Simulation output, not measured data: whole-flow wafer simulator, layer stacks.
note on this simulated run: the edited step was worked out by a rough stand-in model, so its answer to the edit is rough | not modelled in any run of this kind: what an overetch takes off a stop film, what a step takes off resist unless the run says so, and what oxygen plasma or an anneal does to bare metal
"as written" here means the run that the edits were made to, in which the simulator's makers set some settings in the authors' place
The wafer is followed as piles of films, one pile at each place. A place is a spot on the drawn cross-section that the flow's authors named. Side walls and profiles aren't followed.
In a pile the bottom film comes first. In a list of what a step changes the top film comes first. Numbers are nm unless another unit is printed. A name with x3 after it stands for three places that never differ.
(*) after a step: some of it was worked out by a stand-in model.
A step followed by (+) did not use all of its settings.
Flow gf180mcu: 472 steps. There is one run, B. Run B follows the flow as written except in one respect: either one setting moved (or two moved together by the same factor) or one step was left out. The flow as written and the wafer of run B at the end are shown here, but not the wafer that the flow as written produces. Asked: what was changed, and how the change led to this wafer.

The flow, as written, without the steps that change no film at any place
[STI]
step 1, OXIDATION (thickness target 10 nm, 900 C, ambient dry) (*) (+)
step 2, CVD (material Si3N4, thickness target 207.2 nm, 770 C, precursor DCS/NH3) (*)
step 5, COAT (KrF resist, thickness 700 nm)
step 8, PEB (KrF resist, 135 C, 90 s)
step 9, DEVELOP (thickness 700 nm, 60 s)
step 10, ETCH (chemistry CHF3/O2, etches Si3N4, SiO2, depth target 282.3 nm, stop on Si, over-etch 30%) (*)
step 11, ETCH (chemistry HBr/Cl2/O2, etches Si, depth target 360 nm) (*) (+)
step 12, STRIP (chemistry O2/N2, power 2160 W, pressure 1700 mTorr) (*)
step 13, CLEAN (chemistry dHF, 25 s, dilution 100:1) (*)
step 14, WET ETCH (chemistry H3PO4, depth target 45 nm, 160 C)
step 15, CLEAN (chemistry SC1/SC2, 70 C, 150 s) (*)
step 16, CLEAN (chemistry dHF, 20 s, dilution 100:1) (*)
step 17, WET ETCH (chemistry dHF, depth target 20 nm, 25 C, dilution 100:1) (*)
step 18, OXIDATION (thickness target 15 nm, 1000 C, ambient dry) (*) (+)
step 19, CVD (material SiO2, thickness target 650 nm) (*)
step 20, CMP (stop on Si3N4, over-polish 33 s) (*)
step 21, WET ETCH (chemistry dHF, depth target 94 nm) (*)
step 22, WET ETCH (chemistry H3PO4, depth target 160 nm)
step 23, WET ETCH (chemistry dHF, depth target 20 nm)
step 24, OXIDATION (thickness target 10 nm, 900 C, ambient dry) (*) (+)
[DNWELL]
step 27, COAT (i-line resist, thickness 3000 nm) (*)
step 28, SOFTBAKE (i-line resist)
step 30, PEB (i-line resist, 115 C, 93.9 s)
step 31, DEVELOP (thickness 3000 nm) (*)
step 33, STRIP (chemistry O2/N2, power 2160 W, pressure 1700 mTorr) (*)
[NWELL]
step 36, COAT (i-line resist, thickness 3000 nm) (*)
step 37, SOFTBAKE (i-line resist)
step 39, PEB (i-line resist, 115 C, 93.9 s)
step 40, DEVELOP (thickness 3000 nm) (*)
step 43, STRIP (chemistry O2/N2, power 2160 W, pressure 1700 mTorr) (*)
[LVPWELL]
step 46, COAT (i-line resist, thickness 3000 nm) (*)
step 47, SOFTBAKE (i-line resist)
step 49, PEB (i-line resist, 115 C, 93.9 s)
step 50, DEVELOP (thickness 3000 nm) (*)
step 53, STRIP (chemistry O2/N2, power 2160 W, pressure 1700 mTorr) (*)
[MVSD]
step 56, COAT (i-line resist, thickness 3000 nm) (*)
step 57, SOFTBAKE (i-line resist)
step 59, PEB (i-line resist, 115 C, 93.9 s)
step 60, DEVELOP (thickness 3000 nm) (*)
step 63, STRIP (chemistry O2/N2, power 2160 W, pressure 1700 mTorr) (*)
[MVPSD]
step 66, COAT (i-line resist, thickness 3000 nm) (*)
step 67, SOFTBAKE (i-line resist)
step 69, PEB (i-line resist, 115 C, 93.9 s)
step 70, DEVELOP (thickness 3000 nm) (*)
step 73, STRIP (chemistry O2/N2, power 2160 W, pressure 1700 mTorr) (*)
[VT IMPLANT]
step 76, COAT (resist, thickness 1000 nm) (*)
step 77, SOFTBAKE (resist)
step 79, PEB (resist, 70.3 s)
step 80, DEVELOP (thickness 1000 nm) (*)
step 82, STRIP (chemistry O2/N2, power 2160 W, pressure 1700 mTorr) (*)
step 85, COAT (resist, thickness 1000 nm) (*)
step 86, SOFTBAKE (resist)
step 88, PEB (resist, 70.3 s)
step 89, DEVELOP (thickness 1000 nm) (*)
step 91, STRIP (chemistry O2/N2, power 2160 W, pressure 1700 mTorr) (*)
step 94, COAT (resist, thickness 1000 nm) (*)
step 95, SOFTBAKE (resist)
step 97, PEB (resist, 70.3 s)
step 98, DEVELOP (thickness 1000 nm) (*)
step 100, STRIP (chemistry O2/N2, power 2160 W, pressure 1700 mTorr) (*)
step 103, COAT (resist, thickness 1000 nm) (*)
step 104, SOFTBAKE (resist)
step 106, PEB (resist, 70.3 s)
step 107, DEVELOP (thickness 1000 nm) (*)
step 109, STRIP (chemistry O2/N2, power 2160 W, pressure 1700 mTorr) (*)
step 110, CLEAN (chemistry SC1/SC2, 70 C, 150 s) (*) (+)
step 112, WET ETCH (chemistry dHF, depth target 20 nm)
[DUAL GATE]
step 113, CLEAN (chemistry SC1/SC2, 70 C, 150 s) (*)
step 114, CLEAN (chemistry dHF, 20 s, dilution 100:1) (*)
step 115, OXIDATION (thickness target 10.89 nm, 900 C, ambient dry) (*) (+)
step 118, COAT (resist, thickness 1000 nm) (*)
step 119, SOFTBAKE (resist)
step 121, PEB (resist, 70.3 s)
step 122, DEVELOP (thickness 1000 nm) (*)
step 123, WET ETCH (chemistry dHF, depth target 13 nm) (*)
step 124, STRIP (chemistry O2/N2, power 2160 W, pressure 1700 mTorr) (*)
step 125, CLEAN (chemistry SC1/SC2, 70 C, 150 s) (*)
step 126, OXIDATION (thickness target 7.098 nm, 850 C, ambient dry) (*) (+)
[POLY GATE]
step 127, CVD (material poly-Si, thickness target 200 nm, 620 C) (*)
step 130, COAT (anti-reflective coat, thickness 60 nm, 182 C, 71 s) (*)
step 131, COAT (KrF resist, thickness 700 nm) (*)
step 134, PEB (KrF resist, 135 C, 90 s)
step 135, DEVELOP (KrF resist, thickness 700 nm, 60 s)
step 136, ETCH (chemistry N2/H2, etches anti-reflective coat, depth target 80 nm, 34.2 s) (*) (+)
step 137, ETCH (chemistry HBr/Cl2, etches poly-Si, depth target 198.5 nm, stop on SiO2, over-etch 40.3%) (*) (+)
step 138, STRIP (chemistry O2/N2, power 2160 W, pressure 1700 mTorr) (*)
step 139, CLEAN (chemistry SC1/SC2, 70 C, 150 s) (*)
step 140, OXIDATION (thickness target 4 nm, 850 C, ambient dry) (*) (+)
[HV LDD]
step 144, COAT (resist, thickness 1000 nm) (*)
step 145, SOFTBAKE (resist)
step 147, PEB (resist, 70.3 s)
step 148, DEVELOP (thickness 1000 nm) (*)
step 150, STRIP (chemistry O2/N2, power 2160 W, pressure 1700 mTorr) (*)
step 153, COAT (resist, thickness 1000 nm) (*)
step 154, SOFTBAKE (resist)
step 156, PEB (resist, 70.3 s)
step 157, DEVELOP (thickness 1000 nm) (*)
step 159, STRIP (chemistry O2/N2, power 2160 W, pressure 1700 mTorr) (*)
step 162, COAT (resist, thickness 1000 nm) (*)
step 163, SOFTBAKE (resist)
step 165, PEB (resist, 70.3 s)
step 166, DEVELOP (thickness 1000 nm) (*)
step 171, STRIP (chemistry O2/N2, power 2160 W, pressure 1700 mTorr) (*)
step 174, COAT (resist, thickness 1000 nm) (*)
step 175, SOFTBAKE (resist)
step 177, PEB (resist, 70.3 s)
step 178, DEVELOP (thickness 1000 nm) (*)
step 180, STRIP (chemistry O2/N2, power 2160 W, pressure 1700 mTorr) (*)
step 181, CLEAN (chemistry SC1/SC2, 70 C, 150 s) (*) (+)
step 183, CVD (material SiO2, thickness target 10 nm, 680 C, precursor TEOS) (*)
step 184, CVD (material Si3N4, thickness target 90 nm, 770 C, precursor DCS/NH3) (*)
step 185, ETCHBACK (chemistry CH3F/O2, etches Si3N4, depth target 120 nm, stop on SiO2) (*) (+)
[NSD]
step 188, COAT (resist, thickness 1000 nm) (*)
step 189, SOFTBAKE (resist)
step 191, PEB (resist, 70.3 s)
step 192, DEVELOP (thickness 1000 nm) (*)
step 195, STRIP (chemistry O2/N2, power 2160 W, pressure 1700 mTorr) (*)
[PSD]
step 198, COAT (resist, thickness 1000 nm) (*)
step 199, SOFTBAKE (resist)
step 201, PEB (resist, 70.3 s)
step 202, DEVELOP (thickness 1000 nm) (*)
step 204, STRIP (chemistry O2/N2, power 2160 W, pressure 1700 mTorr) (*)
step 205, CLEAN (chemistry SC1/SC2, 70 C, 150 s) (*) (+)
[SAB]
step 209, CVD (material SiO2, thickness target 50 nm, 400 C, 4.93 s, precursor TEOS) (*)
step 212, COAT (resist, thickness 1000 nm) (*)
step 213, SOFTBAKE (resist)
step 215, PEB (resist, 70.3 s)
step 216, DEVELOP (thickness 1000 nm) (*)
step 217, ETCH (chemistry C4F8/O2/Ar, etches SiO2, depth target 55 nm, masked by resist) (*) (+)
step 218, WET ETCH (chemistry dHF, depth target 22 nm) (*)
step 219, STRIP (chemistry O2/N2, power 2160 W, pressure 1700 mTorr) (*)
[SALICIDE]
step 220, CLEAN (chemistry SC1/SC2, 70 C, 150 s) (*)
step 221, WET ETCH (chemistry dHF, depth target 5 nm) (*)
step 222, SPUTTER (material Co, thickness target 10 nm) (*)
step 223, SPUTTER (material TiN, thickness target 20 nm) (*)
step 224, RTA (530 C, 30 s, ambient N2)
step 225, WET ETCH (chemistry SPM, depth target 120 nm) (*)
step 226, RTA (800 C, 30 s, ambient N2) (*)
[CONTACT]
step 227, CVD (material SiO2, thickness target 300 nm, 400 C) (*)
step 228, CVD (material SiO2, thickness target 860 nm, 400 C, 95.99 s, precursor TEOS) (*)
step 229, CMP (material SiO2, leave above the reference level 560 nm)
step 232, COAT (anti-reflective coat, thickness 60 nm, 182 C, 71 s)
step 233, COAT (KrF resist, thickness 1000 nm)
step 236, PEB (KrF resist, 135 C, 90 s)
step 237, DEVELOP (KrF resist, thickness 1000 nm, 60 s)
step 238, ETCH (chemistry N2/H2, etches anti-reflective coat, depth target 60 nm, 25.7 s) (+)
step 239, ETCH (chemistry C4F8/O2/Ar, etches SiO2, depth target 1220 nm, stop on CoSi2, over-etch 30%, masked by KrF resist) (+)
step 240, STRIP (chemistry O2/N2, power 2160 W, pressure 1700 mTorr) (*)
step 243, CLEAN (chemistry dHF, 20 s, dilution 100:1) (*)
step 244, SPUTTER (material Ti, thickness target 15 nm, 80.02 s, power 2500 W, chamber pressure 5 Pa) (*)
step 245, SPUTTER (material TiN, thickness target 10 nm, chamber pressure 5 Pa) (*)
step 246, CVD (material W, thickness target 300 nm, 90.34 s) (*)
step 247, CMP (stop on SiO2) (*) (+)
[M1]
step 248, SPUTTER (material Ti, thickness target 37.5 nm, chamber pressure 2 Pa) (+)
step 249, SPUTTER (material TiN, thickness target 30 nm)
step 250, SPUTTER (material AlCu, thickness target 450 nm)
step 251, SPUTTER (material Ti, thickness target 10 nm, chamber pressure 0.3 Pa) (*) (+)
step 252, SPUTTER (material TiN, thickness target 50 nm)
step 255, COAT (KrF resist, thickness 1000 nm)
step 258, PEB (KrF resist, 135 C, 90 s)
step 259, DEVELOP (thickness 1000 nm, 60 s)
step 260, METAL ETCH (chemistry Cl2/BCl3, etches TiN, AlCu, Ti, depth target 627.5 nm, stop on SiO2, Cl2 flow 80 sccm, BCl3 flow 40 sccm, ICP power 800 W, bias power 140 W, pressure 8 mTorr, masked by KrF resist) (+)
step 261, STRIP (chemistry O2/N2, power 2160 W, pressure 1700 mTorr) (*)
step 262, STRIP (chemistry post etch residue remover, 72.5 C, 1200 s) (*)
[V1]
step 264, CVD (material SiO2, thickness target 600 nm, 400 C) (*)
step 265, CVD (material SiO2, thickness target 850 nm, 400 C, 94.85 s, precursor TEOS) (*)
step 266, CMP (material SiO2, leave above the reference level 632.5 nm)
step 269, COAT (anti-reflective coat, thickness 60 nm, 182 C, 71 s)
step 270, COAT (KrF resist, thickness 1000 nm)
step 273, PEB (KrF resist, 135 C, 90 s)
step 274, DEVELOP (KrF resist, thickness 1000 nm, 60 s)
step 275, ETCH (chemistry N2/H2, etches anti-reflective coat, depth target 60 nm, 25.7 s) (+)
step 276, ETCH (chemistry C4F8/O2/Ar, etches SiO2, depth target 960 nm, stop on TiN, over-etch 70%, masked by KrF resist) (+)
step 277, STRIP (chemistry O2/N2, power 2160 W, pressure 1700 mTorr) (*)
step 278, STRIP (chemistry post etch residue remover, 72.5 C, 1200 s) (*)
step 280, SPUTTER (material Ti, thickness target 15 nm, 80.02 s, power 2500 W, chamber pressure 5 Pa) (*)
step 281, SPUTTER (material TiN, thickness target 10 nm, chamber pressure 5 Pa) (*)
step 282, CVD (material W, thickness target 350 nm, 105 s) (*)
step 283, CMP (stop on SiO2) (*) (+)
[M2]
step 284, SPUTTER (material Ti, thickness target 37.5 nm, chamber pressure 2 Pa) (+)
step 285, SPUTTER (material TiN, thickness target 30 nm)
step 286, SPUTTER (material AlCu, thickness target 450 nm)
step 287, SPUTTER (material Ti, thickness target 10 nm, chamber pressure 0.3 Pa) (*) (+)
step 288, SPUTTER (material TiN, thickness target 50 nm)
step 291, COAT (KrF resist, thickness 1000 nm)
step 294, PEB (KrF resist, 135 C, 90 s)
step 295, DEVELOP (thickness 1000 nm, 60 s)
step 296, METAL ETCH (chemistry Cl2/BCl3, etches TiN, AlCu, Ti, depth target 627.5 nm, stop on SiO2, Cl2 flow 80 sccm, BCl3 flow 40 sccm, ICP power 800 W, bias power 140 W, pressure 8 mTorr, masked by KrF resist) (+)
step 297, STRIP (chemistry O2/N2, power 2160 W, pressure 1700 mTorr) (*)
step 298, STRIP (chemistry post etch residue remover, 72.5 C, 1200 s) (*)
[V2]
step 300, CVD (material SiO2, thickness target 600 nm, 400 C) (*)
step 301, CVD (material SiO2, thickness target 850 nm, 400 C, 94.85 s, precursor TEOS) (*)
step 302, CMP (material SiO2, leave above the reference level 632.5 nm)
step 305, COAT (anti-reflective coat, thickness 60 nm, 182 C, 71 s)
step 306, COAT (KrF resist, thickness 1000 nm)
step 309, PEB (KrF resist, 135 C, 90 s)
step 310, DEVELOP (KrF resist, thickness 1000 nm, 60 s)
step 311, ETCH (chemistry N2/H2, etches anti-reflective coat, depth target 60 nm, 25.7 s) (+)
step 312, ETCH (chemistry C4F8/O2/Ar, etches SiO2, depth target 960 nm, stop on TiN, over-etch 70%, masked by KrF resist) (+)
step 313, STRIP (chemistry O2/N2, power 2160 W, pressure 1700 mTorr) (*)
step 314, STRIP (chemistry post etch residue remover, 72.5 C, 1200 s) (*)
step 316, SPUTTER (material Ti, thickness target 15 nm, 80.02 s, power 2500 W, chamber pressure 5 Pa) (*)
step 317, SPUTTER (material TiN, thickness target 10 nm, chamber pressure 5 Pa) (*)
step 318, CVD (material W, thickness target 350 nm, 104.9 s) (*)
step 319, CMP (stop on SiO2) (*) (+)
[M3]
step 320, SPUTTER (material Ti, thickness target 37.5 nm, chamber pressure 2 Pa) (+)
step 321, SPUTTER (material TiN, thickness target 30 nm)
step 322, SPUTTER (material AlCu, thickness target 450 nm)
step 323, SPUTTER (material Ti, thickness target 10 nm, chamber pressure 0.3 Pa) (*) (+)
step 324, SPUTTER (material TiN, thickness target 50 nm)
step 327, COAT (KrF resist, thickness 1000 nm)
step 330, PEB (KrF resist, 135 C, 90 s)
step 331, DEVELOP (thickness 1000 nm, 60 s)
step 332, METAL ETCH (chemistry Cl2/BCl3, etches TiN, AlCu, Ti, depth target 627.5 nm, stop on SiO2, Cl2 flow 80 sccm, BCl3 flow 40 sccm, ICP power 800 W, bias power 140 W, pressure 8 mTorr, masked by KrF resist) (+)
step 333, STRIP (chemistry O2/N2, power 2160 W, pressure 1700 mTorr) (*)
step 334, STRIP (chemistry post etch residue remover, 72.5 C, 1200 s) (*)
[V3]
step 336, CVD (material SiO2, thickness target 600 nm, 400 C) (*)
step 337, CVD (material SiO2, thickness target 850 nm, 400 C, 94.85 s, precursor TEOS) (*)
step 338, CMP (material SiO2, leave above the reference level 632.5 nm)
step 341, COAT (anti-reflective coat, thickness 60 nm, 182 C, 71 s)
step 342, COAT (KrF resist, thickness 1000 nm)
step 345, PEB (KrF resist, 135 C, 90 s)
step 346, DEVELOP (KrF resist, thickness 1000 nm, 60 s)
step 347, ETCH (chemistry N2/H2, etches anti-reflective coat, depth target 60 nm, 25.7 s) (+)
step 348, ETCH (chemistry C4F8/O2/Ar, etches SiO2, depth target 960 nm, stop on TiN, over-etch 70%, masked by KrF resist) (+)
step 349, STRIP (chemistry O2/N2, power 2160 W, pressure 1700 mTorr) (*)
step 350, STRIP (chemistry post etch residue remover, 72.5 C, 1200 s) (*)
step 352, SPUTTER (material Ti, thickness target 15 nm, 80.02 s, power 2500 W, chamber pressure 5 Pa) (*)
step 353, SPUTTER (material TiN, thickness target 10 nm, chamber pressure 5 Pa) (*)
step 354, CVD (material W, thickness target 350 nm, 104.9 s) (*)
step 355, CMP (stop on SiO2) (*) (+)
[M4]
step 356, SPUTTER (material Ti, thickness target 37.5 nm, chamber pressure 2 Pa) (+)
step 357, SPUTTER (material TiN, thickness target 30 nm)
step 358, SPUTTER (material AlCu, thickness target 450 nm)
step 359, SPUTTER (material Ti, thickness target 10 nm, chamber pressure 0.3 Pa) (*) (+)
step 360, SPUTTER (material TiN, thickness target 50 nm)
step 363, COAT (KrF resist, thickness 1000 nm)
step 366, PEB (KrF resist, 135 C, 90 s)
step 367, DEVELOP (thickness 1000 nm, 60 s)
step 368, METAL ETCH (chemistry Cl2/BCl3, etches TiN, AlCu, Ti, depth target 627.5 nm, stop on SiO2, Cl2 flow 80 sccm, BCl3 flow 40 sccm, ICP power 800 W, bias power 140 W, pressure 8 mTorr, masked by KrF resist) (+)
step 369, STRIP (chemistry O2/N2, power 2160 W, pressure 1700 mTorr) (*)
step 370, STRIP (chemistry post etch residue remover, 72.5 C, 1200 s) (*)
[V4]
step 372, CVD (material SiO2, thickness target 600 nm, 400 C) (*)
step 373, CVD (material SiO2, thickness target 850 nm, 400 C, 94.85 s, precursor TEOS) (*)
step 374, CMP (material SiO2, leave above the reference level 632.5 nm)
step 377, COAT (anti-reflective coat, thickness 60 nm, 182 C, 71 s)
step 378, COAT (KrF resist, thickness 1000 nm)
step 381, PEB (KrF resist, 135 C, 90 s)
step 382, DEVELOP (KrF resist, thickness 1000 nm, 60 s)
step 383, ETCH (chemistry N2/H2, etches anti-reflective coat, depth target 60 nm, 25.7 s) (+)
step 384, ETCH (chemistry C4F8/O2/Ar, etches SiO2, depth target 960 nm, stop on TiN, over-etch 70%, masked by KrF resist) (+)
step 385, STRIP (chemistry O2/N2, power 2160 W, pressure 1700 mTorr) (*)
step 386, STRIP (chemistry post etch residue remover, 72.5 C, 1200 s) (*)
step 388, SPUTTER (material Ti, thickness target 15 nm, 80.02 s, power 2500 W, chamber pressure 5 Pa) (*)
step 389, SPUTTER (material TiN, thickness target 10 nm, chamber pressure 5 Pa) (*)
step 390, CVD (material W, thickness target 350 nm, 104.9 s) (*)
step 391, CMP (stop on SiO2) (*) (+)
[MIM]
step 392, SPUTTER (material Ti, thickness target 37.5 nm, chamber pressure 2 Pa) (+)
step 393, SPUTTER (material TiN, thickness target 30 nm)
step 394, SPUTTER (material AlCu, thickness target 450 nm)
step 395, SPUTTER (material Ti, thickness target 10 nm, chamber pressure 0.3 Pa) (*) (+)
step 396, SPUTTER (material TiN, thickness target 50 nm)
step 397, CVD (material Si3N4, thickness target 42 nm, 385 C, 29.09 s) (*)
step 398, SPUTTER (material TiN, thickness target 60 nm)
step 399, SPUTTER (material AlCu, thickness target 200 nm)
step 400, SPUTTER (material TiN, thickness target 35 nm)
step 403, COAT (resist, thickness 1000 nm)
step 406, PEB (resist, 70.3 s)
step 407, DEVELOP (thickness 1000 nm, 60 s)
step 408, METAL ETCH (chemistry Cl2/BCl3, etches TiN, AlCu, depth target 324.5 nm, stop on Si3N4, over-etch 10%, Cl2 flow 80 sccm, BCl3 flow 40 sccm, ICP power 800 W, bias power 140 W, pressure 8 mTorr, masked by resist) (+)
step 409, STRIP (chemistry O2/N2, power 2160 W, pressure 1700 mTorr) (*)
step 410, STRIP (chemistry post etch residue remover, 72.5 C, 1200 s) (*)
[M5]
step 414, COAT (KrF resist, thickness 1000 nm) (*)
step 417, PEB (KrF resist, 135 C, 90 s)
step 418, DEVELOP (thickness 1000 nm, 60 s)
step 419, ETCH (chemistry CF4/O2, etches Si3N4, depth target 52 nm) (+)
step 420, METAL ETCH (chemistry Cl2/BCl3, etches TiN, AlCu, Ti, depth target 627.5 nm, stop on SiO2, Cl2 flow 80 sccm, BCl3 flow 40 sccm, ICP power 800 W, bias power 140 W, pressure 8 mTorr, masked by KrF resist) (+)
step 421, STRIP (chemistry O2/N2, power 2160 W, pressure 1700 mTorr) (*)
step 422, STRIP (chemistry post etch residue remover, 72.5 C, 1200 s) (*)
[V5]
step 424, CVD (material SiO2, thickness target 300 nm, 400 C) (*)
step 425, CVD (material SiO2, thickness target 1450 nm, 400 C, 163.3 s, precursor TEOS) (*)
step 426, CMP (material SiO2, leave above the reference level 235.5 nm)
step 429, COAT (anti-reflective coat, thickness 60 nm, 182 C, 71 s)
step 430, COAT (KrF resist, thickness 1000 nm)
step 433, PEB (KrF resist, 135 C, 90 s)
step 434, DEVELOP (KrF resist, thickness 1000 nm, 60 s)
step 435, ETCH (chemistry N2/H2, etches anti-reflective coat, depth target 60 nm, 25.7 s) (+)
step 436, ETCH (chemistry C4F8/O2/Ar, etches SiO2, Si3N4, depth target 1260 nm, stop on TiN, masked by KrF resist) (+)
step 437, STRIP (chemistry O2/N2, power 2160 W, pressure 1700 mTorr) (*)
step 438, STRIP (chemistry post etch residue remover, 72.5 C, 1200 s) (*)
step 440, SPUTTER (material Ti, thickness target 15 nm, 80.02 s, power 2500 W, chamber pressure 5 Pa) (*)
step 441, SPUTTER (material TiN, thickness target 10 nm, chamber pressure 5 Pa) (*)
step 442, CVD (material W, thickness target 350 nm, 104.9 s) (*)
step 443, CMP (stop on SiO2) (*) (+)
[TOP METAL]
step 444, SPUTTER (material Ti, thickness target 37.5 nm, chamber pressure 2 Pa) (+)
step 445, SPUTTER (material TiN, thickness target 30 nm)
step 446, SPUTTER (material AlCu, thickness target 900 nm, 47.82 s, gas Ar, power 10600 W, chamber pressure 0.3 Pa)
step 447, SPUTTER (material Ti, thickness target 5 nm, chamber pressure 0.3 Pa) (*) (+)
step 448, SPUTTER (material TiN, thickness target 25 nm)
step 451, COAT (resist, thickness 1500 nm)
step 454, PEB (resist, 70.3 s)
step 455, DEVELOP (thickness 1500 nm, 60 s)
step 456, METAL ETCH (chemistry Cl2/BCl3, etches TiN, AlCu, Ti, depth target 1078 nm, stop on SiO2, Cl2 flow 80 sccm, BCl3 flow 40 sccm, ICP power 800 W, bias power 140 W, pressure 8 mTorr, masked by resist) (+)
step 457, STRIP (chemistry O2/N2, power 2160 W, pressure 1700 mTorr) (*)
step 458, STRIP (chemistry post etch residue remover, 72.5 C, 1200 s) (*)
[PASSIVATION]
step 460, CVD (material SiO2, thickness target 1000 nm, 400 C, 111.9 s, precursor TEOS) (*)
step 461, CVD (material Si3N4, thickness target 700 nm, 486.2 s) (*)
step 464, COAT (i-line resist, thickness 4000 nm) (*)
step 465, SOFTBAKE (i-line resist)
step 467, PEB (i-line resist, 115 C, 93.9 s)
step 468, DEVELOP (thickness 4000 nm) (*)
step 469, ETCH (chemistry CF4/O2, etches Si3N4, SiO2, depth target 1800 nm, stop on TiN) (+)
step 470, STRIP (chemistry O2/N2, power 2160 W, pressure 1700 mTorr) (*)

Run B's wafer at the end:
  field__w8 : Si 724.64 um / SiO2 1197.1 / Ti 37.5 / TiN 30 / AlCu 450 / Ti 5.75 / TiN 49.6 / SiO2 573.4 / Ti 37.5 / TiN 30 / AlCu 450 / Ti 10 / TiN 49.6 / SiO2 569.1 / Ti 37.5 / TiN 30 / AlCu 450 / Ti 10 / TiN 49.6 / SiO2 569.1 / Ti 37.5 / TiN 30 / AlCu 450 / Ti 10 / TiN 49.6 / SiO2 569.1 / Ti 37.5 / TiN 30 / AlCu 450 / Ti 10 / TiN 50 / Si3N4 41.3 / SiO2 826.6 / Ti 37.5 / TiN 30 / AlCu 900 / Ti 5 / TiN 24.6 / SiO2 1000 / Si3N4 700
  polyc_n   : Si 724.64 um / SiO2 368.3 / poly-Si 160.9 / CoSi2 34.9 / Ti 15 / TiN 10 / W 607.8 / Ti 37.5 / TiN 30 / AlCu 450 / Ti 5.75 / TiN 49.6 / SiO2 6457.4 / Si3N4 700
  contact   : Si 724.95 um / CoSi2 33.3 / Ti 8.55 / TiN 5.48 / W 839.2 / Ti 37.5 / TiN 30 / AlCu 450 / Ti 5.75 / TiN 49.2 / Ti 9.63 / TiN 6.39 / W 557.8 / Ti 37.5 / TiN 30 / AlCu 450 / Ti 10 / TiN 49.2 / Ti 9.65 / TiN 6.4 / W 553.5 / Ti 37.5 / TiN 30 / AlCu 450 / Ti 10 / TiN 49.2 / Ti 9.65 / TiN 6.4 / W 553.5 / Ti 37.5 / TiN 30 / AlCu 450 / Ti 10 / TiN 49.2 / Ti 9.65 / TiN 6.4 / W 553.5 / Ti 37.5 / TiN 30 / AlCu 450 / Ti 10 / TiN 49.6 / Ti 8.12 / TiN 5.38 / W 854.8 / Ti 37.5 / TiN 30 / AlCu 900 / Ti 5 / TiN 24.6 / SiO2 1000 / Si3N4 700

Cause: step 251, SPUTTER: thickness target 5.75 nm was run, while the flow as written has thickness target 10 nm.
The wafer lets one read it off: field__w8 has Ti 5.75, and step 251 as written asks for 10 nm.

Step by step, how the change led to this:
  step 251, SPUTTER (material Ti, thickness target 10 nm, chamber pressure 0.3 Pa) (*) (+)
      field, field__w1, field__w2 and 108 more: +5.75 Ti (new film) (as written it would have been: +10 Ti (new film))
  step 260, METAL ETCH (chemistry Cl2/BCl3, etches TiN, AlCu, Ti, depth target 627.5 nm, stop on SiO2, Cl2 flow 80 sccm, BCl3 flow 40 sccm, ICP power 800 W, bias power 140 W, pressure 8 mTorr, masked by KrF resist) (+)
      field, field__w1, field__w2 and 99 more: -50 TiN (all of it), -5.75 Ti (all of it), -450 AlCu (all of it), -30 TiN (all of it), -37.5 Ti (all of it) (as written it would have been: -50 TiN (all of it), -10 Ti (all of it), -450 AlCu (all of it), -30 TiN (all of it), -37.5 Ti (all of it))
